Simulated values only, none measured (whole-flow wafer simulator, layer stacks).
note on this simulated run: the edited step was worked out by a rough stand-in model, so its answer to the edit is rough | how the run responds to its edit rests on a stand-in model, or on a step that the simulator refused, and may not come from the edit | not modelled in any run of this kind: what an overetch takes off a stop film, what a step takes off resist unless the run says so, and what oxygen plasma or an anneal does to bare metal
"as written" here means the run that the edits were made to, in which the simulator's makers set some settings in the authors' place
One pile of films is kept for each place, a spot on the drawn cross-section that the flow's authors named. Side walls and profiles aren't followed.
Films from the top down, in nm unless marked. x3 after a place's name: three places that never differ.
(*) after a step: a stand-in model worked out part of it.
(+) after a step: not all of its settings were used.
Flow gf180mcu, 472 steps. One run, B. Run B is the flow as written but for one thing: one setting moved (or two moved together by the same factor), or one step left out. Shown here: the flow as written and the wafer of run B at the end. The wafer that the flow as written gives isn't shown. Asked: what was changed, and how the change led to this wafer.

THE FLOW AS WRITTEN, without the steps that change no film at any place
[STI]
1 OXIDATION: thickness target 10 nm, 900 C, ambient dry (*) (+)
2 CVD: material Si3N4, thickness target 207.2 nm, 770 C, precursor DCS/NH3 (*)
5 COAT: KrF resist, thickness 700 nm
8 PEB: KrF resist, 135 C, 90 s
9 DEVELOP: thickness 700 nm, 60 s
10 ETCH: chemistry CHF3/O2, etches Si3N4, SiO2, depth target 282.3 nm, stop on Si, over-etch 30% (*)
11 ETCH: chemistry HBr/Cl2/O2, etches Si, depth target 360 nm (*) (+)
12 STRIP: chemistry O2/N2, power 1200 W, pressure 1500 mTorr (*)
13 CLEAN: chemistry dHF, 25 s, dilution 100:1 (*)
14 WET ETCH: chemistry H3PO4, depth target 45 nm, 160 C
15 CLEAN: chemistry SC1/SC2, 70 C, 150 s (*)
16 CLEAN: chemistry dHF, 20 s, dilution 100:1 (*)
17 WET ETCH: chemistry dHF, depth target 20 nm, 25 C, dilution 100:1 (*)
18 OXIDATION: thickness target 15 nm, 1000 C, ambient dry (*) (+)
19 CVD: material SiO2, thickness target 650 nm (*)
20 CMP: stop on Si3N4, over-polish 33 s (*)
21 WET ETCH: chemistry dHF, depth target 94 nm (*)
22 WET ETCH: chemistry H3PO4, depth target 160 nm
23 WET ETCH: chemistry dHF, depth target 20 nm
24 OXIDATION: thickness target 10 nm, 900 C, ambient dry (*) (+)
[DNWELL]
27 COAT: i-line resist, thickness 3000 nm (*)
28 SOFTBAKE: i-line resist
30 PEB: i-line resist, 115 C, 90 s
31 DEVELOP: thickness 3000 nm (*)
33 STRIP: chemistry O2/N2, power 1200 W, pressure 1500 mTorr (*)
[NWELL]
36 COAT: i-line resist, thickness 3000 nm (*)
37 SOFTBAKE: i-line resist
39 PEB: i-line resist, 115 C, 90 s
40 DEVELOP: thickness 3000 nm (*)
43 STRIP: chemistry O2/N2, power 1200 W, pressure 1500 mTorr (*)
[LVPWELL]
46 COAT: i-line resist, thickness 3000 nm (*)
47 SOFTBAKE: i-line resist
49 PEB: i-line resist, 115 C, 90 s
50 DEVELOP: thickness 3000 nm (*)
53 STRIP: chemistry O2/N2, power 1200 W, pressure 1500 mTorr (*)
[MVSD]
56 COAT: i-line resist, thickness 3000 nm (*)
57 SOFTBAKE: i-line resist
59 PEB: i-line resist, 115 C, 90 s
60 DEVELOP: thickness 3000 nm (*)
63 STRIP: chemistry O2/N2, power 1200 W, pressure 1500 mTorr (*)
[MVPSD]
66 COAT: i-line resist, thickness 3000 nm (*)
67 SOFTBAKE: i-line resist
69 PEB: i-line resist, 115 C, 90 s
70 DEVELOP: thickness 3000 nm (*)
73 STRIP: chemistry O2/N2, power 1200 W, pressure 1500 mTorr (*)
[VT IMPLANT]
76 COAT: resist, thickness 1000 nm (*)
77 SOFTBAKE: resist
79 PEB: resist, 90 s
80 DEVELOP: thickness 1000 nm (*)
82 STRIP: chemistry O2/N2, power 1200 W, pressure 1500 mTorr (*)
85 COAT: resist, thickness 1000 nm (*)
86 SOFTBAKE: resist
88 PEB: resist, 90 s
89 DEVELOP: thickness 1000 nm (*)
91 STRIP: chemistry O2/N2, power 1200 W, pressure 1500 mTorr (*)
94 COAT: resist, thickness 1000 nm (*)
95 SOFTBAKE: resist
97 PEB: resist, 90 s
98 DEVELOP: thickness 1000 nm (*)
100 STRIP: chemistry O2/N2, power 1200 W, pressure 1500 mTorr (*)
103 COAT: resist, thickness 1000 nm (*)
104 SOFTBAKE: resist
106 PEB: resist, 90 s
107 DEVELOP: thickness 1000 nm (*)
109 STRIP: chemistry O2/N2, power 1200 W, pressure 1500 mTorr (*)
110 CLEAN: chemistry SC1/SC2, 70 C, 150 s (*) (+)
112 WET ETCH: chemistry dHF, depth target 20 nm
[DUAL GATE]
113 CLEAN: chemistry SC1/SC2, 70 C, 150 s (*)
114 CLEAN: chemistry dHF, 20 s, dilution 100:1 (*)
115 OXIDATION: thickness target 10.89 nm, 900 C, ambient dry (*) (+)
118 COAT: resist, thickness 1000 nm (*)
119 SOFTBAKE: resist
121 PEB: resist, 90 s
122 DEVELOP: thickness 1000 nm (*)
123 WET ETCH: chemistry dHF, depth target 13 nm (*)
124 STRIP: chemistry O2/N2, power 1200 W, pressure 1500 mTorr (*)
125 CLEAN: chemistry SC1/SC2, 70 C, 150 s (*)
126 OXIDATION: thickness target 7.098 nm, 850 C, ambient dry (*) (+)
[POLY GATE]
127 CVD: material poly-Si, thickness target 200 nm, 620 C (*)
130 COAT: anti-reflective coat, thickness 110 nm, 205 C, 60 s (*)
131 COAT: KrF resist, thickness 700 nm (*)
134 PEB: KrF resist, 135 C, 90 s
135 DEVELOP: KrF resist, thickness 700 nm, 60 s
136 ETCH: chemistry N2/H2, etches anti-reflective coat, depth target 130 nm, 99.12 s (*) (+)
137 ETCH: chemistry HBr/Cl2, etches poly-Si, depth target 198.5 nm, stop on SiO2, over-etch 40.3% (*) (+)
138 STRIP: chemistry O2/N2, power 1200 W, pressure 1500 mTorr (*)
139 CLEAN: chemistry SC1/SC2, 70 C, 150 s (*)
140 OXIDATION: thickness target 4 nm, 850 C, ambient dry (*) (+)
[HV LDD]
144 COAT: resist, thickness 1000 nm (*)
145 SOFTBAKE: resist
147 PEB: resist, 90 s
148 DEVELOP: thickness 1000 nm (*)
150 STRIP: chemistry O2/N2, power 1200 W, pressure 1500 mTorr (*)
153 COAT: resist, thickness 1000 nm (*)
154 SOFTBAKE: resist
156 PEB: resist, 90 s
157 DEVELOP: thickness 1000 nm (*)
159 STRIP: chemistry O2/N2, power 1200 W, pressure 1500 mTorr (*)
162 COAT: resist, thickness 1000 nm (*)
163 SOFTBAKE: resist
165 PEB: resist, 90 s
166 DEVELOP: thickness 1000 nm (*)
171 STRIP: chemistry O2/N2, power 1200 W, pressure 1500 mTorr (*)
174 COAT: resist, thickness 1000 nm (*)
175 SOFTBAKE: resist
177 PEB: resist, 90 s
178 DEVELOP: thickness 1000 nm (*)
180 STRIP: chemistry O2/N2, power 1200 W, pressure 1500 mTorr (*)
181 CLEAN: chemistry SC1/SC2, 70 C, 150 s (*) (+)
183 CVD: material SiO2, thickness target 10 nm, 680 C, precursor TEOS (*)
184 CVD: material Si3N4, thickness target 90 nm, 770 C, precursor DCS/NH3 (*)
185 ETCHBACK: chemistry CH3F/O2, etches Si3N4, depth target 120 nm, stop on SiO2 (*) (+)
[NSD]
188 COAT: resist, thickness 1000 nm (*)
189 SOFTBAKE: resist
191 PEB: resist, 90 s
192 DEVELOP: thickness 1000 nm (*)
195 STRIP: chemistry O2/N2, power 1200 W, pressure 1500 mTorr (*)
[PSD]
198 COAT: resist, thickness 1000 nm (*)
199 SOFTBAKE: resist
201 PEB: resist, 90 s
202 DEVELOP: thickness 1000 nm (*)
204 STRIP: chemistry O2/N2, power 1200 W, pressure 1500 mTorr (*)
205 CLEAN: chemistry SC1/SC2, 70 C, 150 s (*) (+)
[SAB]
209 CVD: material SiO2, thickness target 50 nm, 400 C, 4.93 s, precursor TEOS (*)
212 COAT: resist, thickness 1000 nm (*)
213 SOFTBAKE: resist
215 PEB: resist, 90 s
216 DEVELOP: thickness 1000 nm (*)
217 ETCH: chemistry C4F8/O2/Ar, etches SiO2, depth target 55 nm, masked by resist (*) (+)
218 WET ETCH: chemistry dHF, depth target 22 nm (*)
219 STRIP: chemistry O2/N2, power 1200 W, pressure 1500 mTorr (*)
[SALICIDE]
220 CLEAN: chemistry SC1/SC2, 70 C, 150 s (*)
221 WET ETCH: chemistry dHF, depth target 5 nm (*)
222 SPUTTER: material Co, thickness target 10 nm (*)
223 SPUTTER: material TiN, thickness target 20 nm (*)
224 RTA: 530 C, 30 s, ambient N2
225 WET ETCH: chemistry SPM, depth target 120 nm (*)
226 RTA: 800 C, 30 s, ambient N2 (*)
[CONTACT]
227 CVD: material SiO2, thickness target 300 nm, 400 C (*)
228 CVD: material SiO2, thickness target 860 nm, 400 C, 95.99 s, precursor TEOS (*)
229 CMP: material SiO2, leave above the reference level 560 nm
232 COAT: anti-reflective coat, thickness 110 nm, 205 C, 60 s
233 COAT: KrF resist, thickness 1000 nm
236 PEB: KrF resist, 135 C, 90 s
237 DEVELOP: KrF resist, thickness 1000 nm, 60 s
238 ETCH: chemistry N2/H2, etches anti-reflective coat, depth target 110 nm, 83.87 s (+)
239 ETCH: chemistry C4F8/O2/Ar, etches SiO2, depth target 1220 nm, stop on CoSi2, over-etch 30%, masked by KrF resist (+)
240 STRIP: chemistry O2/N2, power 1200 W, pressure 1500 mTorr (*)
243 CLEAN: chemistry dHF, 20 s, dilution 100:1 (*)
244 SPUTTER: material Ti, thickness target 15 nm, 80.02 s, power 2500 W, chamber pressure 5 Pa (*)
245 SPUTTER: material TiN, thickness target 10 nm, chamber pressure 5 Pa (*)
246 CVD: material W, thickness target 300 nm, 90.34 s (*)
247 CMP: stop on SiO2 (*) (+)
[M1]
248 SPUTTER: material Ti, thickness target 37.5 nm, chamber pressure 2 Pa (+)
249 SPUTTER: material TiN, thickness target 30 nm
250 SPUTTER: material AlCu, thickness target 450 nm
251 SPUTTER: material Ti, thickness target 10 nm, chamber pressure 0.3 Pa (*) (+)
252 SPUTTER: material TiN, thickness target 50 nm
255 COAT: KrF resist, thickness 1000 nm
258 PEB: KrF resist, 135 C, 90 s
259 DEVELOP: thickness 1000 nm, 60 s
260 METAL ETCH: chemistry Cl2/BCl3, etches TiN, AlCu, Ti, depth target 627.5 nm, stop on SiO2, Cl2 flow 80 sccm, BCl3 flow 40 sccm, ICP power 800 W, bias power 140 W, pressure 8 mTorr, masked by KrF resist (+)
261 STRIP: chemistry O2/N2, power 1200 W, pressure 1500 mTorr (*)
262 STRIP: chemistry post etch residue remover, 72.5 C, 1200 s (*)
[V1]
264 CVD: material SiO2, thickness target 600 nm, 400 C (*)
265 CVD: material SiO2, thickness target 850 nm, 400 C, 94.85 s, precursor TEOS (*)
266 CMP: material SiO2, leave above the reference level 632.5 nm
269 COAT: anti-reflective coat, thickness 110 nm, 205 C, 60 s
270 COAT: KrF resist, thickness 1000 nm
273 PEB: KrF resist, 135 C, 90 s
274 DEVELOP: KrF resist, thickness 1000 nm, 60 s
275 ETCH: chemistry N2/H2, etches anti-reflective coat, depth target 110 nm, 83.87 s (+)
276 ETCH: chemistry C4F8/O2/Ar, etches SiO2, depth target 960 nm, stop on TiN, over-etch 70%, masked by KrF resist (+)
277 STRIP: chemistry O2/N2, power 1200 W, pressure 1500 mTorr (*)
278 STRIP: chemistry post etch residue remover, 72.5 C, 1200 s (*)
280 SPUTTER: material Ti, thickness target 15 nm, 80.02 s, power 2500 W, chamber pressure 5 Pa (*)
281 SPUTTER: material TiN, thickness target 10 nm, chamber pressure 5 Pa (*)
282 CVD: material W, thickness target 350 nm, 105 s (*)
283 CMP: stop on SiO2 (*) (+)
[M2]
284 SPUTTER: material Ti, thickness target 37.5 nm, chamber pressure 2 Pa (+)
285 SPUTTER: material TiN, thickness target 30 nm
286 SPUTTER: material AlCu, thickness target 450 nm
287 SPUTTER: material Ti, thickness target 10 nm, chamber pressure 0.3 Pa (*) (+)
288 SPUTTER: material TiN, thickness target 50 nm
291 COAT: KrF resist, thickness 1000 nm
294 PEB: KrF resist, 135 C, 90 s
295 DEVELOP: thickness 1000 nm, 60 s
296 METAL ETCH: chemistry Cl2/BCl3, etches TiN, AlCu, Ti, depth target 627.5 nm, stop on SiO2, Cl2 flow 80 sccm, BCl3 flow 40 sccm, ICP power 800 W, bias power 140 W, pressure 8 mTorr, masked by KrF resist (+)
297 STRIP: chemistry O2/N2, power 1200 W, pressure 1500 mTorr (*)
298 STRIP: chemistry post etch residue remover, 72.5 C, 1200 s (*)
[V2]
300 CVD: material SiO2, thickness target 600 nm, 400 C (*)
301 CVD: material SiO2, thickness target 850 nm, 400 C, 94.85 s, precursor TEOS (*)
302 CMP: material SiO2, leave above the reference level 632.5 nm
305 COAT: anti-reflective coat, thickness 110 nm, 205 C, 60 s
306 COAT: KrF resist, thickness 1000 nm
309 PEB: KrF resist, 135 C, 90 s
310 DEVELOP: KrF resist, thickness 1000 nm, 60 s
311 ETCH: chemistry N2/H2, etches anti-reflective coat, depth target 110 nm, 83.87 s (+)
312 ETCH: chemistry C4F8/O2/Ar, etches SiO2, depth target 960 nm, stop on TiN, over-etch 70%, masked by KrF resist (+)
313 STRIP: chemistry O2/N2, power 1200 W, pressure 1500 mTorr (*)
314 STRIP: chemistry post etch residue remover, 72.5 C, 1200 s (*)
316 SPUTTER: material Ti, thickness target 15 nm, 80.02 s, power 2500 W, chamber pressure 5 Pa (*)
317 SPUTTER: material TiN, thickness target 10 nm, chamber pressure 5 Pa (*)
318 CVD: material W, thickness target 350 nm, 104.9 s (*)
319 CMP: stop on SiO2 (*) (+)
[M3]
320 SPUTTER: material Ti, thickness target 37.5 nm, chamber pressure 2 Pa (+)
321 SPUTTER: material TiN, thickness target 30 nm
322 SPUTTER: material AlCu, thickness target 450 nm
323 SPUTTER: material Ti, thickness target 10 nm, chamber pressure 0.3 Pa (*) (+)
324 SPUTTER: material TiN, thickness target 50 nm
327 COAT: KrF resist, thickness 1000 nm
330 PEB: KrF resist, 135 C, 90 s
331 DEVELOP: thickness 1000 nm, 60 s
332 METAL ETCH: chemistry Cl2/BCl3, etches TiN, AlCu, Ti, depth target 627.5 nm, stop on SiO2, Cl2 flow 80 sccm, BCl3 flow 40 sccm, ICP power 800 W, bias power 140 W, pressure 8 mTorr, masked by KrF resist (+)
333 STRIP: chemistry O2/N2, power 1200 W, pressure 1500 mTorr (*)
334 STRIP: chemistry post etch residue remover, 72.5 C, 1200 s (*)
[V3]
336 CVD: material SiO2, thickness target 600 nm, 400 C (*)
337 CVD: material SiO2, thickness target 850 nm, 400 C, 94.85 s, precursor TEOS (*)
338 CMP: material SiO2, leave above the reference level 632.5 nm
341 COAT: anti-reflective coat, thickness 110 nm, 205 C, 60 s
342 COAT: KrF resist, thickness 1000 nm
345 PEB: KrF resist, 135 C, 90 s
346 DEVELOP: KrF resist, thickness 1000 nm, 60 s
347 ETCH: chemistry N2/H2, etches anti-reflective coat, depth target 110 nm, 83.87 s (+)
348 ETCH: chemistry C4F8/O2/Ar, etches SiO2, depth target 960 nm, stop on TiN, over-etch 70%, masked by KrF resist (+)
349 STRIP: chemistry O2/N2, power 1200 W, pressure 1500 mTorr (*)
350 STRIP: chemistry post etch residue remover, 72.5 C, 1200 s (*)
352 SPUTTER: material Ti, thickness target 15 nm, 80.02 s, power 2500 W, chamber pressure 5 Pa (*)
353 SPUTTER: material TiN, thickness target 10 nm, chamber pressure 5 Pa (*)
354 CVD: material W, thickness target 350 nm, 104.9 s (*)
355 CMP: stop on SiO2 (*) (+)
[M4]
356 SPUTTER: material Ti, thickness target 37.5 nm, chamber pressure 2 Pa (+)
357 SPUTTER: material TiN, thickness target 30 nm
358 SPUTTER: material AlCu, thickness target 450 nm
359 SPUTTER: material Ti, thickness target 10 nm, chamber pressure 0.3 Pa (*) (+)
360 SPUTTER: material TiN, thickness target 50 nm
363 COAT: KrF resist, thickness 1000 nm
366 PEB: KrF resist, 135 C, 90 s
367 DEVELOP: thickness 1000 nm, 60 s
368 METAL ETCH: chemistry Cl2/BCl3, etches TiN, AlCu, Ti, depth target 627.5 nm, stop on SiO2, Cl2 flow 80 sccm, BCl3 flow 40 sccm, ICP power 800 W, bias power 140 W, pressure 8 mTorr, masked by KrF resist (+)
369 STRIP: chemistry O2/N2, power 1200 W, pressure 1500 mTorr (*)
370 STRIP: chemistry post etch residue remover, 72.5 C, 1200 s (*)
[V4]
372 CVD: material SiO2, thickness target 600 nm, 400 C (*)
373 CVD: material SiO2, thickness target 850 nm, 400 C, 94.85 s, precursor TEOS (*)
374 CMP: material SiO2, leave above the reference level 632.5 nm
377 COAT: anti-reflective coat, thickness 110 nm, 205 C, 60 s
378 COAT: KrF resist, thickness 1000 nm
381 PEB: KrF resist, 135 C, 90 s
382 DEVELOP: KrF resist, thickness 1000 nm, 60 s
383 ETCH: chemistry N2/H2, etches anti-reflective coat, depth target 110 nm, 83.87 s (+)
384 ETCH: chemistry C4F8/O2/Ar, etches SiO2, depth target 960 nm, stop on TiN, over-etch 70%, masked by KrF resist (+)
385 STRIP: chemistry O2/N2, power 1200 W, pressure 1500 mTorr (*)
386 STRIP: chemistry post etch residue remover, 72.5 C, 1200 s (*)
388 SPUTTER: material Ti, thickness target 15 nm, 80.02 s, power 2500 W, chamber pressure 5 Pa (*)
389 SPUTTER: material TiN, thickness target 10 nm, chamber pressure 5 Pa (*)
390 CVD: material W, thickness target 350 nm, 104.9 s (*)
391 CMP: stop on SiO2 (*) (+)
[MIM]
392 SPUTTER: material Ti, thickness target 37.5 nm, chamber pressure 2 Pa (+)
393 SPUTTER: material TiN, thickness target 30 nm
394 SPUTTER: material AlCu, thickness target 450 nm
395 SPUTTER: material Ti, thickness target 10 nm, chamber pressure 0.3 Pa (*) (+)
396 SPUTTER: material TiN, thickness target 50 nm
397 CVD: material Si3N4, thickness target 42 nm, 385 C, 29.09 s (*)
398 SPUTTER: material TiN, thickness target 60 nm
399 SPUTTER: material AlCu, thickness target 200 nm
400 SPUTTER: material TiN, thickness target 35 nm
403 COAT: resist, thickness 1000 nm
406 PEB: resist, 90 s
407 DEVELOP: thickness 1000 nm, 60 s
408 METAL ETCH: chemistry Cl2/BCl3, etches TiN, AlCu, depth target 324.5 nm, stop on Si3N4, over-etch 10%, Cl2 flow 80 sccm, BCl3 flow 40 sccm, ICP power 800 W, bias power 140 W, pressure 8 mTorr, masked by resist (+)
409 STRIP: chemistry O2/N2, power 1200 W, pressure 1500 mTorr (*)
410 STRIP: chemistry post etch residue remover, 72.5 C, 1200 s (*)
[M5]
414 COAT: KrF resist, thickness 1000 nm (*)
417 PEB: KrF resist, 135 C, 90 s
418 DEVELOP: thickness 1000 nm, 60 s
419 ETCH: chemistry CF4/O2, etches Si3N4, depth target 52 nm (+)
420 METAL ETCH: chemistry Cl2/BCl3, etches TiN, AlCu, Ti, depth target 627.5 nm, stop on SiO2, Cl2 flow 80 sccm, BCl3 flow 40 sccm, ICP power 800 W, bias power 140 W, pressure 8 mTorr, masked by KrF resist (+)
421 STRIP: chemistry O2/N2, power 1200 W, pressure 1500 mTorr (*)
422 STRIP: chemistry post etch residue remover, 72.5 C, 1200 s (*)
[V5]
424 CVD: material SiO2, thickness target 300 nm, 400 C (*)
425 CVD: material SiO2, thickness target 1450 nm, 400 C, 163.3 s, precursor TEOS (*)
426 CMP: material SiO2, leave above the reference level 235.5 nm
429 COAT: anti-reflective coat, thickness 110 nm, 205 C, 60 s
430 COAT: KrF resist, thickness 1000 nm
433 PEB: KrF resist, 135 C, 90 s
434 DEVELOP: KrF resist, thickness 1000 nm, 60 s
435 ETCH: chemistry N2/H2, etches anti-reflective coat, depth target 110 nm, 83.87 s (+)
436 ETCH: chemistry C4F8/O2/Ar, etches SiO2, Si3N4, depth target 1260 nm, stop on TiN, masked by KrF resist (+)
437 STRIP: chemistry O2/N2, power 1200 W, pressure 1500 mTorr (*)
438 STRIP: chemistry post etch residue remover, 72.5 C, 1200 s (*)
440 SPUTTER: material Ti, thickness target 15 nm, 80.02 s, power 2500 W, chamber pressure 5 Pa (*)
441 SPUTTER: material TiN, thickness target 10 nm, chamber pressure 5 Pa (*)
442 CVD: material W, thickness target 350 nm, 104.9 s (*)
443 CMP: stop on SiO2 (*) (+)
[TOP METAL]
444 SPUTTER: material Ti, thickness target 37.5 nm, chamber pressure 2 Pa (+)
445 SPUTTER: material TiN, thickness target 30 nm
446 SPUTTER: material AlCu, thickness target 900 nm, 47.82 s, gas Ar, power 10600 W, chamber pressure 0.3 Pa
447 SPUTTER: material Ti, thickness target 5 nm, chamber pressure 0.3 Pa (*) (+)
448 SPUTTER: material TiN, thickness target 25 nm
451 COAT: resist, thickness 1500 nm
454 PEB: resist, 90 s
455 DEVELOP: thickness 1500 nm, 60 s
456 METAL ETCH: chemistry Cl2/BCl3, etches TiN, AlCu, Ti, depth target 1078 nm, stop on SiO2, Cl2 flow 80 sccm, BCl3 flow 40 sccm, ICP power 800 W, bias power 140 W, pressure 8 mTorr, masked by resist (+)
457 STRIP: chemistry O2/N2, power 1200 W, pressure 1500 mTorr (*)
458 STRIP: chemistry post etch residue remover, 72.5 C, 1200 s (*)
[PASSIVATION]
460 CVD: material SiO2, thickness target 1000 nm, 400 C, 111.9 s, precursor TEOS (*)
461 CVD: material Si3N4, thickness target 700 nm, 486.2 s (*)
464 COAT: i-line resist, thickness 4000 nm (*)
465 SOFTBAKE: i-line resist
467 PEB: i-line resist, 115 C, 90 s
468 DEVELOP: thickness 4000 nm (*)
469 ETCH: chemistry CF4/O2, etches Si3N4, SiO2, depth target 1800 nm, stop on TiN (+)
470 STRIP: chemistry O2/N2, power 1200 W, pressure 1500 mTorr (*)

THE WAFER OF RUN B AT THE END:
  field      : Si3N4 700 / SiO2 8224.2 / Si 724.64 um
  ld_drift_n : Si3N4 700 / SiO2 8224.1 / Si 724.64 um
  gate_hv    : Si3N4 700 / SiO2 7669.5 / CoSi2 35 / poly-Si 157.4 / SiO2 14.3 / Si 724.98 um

The cause: step 217, ETCH: depth target 88 nm was run, where the flow has depth target 55 nm.

How the change led to this, step by step:
  217 ETCH: chemistry C4F8/O2/Ar, etches SiO2, depth target 55 nm, masked by resist (*) (+)
      gate, gate_hv, gate_p and 23 more: SiO2 -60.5 (all of it), poly-Si -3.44 (as written it would be: SiO2 -55)
      active, p_well, sd_n, iso_ptap_pw, iso_ntap_nw, iso_ptap_sub, vpnp_e: SiO2 -64 (all of it), Si -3 (as written it would be: SiO2 -55)
      (and at 78 more places)
  218 WET ETCH: chemistry dHF, depth target 22 nm (*)
      gate, gate_hv, gate_p and 23 more: nothing (as written it would be: SiO2 -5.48 (all of it))
      active, p_well, sd_n, iso_ptap_pw, iso_ntap_nw, iso_ptap_sub, vpnp_e: nothing (as written it would be: SiO2 -9.01 (all of it))
      (and at 16 more places)
  223 SPUTTER: material TiN, thickness target 20 nm (*)
      field__w6: TiN +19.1 (new film) (as written it would be: TiN +20 (new film))
  225 WET ETCH: chemistry SPM, depth target 120 nm (*)
      field__w6: TiN -19.1 (all of it), Co -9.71 (all of it) (as written it would be: TiN -20 (all of it), Co -9.95 (all of it))
  227 CVD: material SiO2, thickness target 300 nm, 400 C (*)
      ldn_dft, ldp_dft: SiO2 +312 (as written it would be: SiO2 +300)
      ld_drift_n: SiO2 +314.5 (as written it would be: SiO2 +300)
      (and at 1 more place)
  229 CMP: material SiO2, leave above the reference level 560 nm
      ldn_sep__w1, ldn_sep__w2, ldn_out and 6 more: SiO2 -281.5 (as written it would be: SiO2 -311.1)
      sti, mim_1p0, pad, dice_street, iso_fld_sub: SiO2 -267.4 (as written it would be: SiO2 -297)
      (and at 35 more places)
